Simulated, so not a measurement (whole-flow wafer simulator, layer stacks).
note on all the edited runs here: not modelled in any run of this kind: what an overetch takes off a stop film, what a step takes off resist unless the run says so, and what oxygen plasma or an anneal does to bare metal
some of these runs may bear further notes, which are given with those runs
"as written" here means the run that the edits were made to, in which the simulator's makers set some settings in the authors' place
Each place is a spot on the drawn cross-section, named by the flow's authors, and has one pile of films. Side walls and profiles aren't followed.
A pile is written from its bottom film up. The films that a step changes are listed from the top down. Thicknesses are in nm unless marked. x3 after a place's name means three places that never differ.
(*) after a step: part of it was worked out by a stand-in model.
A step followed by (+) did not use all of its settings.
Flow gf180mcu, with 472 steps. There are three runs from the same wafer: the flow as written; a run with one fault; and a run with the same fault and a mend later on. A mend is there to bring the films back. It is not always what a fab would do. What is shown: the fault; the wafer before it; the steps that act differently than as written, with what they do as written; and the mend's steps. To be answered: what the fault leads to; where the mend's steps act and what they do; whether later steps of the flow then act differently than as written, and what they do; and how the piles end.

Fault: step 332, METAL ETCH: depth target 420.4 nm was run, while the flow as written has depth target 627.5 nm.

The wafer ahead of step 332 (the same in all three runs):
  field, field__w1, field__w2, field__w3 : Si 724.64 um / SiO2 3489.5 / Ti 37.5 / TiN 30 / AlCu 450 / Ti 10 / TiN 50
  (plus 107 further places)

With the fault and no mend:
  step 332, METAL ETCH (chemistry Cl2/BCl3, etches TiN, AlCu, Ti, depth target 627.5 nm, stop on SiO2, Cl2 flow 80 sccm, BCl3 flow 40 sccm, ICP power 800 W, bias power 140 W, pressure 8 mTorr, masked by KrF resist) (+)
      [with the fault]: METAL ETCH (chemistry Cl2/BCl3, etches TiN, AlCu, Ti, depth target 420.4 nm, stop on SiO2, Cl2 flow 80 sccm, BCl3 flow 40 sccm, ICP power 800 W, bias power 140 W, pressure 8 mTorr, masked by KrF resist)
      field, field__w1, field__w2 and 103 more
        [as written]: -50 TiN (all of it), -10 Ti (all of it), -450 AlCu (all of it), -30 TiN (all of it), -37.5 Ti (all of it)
        [with the fault]: -50 TiN (all of it), -10 Ti (all of it), -360.4 AlCu
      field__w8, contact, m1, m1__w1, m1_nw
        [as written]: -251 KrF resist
        [with the fault]: -168.2 KrF resist
  Later steps of the flow acting differently than as written:
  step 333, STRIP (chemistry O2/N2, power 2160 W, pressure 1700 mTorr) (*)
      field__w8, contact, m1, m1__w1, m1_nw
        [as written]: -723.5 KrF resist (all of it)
        [with the fault]: -806.4 KrF resist (all of it)
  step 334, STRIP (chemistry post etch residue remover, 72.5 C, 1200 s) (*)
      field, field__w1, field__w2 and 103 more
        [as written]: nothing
        [with the fault]: -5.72 AlCu
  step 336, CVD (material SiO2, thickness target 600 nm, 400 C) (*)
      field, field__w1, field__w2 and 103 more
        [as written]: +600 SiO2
        [with the fault]: +600 SiO2 (new film)
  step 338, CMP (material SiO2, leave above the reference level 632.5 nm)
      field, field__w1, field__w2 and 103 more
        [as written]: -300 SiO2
        [with the fault]: -451.4 SiO2
  The piles end different from the flow's at field, field__w1, field__w2 and 104 more by more than 2% or 0.5 nm, whichever is larger.
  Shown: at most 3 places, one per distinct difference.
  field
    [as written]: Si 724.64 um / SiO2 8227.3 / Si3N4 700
    [with the fault]: Si 724.64 um / SiO2 3489.5 / Ti 37.5 / TiN 30 / AlCu 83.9 / SiO2 4586.4 / Si3N4 700
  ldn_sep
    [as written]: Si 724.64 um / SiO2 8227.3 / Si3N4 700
    [with the fault]: Si 724.64 um / SiO2 3489.4 / Ti 37.5 / TiN 30 / AlCu 83.9 / SiO2 4586.4 / Si3N4 700
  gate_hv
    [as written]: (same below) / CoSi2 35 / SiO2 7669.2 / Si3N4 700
    [with the fault]: (same below) / CoSi2 35 / SiO2 2931.3 / Ti 37.5 / TiN 30 / AlCu 83.9 / SiO2 4586.4 / Si3N4 700

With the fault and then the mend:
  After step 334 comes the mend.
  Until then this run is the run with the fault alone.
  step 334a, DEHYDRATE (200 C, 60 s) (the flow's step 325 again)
      does not change any film at any place that is followed
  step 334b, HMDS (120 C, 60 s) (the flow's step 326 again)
      does not change any film at any place that is followed
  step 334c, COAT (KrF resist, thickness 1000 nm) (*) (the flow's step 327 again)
      iso_ptap_pw, iso_ntap_nw, iso_nw_fld and 33 more
        +1000 KrF resist (new film)
      field__w2, field__w3, field__w5 and 14 more
        +1002.8 KrF resist (new film)
      field_sub__w4, field_sub__w5, ld_gate_p and 9 more
        +1002.7 KrF resist (new film)
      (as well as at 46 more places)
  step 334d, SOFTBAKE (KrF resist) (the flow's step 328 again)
      does not change any film at any place that is followed
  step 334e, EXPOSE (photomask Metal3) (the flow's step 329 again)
      does not change any film at any place that is followed
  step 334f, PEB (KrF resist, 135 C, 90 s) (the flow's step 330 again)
      field__w1, field__w2, field__w3 and 56 more
        -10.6 KrF resist
      iso_ptap_pw, iso_ntap_nw, iso_nw_fld and 33 more
        -10.5 KrF resist
      gate_hv, sd_p, nw_sep_fld, polyc_n, polyc_n_rim
        -10.7 KrF resist
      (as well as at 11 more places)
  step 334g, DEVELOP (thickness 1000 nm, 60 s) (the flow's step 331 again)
      iso_ptap_pw, iso_ntap_nw, iso_nw_fld and 33 more
        -989.5 KrF resist (all of it)
      field__w1, field_sub, field_sub__w3 and 9 more
        -992.3 KrF resist (all of it)
      field_sub__w2, field_sub__w4, ld_drn_n and 9 more
        -992.1 KrF resist (all of it)
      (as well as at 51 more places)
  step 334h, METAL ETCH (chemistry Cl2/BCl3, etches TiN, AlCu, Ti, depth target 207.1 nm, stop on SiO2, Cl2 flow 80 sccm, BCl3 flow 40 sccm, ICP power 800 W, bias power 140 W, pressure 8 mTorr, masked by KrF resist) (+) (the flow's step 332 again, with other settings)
      field, field__w1, field__w2 and 103 more
        -83.9 AlCu (all of it), -30 TiN (all of it), -37.5 Ti (all of it)
      field__w8, contact, m1, m1__w1, m1_nw
        -82.8 KrF resist
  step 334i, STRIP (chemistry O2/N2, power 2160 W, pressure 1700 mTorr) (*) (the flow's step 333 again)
      field__w8
        -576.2 KrF resist (all of it)
      contact
        -574.1 KrF resist (all of it)
      m1
        -576.6 KrF resist (all of it)
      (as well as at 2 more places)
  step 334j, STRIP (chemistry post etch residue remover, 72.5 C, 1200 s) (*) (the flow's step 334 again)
      field__w8, contact, m1, m1__w1, m1_nw
        -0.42 TiN
  Every later step of the flow that is run acts as written, at every place that is followed, to within 2% or 0.5 nm, whichever is larger.
  When the end is reached, the piles differ only a little from the flow's at the places that both follow, at most by 2% or 0.5 nm, whichever is larger.
